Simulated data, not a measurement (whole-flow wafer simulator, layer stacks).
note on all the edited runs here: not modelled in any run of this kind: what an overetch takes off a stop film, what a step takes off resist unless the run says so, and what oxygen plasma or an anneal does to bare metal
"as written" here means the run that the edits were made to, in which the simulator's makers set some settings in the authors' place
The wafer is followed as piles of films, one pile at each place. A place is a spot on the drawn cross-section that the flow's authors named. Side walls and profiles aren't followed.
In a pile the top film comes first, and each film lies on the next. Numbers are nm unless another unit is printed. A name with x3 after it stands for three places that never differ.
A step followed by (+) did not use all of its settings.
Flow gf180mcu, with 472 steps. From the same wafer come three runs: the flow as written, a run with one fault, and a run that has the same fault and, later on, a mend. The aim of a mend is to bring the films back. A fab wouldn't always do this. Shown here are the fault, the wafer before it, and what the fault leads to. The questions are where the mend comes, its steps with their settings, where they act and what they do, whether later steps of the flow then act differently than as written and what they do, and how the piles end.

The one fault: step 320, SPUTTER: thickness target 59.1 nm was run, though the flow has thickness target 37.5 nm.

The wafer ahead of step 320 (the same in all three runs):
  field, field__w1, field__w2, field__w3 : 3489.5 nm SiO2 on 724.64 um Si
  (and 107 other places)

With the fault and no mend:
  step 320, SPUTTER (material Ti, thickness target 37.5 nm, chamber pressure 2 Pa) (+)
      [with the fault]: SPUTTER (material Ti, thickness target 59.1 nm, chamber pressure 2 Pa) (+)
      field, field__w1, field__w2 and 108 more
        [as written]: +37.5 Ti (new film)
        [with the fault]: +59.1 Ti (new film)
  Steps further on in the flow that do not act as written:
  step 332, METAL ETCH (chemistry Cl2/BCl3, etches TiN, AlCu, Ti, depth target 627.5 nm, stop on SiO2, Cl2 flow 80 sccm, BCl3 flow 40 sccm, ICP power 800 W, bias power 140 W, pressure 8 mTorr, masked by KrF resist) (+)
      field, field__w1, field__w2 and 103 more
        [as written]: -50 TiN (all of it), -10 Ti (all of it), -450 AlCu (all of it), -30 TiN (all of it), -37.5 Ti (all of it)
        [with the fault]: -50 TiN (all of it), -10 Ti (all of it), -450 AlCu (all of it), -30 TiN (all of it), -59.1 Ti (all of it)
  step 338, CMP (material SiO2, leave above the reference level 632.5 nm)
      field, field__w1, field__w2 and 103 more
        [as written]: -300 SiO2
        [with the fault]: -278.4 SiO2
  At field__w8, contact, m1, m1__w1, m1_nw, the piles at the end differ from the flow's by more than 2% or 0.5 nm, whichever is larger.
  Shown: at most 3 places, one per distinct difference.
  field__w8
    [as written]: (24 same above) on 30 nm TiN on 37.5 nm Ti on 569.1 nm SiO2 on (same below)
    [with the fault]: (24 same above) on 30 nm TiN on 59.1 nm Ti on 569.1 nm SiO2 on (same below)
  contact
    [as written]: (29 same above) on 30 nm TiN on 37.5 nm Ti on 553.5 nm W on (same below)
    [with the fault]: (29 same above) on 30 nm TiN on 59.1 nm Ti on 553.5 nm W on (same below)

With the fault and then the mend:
  The mend follows step 320.
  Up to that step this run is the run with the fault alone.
  step 320a, METAL ETCH (chemistry Cl2/BCl3, etches TiN, AlCu, Ti, depth target 21.6 nm, Cl2 flow 80 sccm, BCl3 flow 40 sccm, ICP power 800 W, bias power 140 W, pressure 8 mTorr) (the flow's step 260 again, with other settings)
      field, field__w1, field__w2 and 108 more
        -21.6 Ti
  None of the later steps of the flow acts differently than as written at any place that is followed.
  By the end, the piles equal the flow's at every place that both follow.
